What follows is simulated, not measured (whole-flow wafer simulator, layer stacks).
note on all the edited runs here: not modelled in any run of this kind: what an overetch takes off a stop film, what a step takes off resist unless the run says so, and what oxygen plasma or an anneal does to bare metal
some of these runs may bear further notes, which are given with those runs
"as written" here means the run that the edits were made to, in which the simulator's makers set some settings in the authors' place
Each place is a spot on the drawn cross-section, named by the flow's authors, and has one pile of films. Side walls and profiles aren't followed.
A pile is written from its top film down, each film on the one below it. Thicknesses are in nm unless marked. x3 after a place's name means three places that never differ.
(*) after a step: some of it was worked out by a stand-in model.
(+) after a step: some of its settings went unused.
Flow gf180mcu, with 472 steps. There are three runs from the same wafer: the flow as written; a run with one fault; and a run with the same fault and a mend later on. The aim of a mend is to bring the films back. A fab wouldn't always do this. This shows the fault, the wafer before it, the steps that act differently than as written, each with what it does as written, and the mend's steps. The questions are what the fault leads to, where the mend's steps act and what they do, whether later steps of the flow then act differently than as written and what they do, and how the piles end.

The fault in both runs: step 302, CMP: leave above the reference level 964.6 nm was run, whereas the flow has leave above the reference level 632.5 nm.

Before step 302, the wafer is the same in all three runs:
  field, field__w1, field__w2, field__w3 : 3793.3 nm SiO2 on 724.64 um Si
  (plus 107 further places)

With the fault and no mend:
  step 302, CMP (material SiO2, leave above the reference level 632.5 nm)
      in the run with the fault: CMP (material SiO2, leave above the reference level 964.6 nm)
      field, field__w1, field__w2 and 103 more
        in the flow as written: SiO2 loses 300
        in the run with the fault: nothing
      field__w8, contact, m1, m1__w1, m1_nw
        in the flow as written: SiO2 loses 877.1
        in the run with the fault: SiO2 loses 545
  Steps further on in the flow that do not act as written (7 other steps are not shown; they differ only slightly, by no more than 2% or 0.5 nm, whichever is larger):
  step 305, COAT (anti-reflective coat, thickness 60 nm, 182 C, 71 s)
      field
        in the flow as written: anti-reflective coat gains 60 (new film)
        in the run with the fault: anti-reflective coat gains 72.7 (new film)
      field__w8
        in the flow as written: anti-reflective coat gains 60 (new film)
        in the run with the fault: anti-reflective coat gains 41.7 (new film)
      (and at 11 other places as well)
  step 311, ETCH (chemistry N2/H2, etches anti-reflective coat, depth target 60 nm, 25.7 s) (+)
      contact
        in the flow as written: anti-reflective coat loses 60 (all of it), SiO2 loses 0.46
        in the run with the fault: anti-reflective coat loses 42.4 (all of it), SiO2 loses 0.91
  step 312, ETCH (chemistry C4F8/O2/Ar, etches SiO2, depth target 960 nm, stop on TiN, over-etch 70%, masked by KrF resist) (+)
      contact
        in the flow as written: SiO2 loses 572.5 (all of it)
        in the run with the fault: SiO2 loses 904.1 (all of it)
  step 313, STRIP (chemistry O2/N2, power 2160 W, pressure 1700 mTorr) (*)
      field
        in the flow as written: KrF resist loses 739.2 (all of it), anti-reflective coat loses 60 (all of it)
        in the run with the fault: KrF resist loses 732.7 (all of it), anti-reflective coat loses 72.7 (all of it)
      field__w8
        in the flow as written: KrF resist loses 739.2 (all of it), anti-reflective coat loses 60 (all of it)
        in the run with the fault: KrF resist loses 736.2 (all of it), anti-reflective coat loses 41.7 (all of it)
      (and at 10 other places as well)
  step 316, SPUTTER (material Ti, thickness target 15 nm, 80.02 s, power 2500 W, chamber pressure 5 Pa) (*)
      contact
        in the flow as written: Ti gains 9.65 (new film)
        in the run with the fault: Ti gains 8.11 (new film)
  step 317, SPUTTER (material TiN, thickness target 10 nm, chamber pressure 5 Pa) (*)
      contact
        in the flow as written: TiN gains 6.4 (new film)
        in the run with the fault: TiN gains 5.38 (new film)
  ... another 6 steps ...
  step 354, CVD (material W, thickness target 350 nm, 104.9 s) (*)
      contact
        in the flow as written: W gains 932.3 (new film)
        in the run with the fault: W gains 963.4 (new film)
  At field, field__w1, field__w2 and 109 more, the piles at the end differ from the flow's by more than 2% or 0.5 nm, whichever is larger.
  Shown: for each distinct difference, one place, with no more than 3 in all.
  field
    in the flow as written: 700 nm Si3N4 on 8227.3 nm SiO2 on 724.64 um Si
    in the run with the fault: 700 nm Si3N4 on 8558.1 nm SiO2 on 724.64 um Si
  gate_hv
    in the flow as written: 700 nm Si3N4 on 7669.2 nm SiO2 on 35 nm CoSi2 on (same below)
    in the run with the fault: 700 nm Si3N4 on 8000 nm SiO2 on 35 nm CoSi2 on (same below)
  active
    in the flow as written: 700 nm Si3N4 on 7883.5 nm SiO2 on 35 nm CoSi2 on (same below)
    in the run with the fault: 700 nm Si3N4 on 8214.3 nm SiO2 on 35 nm CoSi2 on (same below)

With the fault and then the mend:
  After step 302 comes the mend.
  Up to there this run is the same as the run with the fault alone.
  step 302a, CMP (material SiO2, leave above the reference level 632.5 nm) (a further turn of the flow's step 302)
      field, field__w1, field__w2 and 103 more
        SiO2 loses 300
      field__w8, contact, m1, m1__w1, m1_nw
        SiO2 loses 332.1
  Later steps of the flow that are run all act as written at every place that is followed.
  The piles end the same as the flow's at every place that both follow.
